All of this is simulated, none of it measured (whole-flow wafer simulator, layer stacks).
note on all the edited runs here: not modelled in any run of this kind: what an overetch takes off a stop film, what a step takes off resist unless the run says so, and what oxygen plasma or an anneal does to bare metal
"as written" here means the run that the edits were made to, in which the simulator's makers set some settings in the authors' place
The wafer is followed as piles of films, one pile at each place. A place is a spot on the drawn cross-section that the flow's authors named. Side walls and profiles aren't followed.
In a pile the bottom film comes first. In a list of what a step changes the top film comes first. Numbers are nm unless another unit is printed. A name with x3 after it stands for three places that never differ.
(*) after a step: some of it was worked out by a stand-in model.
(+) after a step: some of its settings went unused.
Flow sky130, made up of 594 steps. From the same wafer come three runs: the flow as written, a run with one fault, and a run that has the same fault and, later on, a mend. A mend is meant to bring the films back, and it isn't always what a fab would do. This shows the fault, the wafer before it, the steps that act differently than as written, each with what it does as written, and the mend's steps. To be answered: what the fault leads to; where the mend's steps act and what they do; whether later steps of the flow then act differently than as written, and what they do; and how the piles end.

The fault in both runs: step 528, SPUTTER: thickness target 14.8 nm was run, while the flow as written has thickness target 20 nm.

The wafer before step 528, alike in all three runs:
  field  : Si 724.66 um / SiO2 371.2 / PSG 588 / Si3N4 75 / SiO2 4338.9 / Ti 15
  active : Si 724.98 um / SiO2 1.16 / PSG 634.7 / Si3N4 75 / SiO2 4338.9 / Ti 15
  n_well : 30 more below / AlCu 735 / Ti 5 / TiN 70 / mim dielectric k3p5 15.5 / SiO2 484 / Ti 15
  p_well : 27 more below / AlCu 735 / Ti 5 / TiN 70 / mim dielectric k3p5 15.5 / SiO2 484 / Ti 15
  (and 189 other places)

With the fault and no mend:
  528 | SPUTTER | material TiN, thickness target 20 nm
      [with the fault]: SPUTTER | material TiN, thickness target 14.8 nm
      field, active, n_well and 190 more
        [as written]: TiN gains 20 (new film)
        [with the fault]: TiN gains 14.8 (new film)
  Later steps of the flow acting differently than as written (not shown: 19 more steps that differ only slightly, by at most 2% or 0.5 nm, whichever is larger):
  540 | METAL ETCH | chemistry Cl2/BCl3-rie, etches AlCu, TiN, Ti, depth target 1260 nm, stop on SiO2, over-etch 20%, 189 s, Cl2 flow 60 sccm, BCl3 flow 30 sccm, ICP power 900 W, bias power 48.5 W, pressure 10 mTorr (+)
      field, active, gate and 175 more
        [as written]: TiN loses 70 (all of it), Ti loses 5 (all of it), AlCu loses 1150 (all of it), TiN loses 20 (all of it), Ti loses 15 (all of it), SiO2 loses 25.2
        [with the fault]: TiN loses 70 (all of it), Ti loses 5 (all of it), AlCu loses 1150 (all of it), TiN loses 14.8 (all of it), Ti loses 15 (all of it), SiO2 loses 25.7
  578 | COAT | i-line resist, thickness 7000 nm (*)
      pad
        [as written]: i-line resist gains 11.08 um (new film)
        [with the fault]: i-line resist gains 11.09 um (new film)
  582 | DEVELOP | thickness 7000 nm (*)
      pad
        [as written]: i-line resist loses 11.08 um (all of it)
        [with the fault]: i-line resist loses 11.09 um (all of it)
  The piles end different from the flow's at n_well, p_well, sd_n and 12 more by more than 2% or 0.5 nm, whichever is larger.
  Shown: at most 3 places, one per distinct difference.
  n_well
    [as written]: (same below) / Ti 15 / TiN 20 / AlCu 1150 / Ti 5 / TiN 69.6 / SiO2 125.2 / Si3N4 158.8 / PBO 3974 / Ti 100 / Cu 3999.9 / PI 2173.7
    [with the fault]: (same below) / Ti 15 / TiN 14.8 / AlCu 1150 / Ti 5 / TiN 69.6 / SiO2 125.2 / Si3N4 158.8 / PBO 3977.8 / Ti 100 / Cu 3999.9 / PI 2174.3
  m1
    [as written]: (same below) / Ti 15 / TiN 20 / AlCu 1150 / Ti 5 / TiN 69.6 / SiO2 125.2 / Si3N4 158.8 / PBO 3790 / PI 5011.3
    [with the fault]: (same below) / Ti 15 / TiN 14.8 / AlCu 1150 / Ti 5 / TiN 69.6 / SiO2 125.2 / Si3N4 158.8 / PBO 3794.3 / PI 5011.5
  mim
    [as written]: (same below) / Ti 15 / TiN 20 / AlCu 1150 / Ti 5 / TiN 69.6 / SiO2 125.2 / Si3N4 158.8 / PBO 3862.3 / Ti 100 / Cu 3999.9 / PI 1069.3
    [with the fault]: (same below) / Ti 15 / TiN 14.8 / AlCu 1150 / Ti 5 / TiN 69.6 / SiO2 125.2 / Si3N4 158.8 / PBO 3866.3 / Ti 100 / Cu 3999.9 / PI 1069.8

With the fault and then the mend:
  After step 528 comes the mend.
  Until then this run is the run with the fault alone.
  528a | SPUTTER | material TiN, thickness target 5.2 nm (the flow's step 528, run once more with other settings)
      field, active, n_well and 190 more
        TiN gains 5.2
  None of the later steps of the flow acts differently than as written at any place that is followed.
  By the end, the piles equal the flow's at every place that both follow.
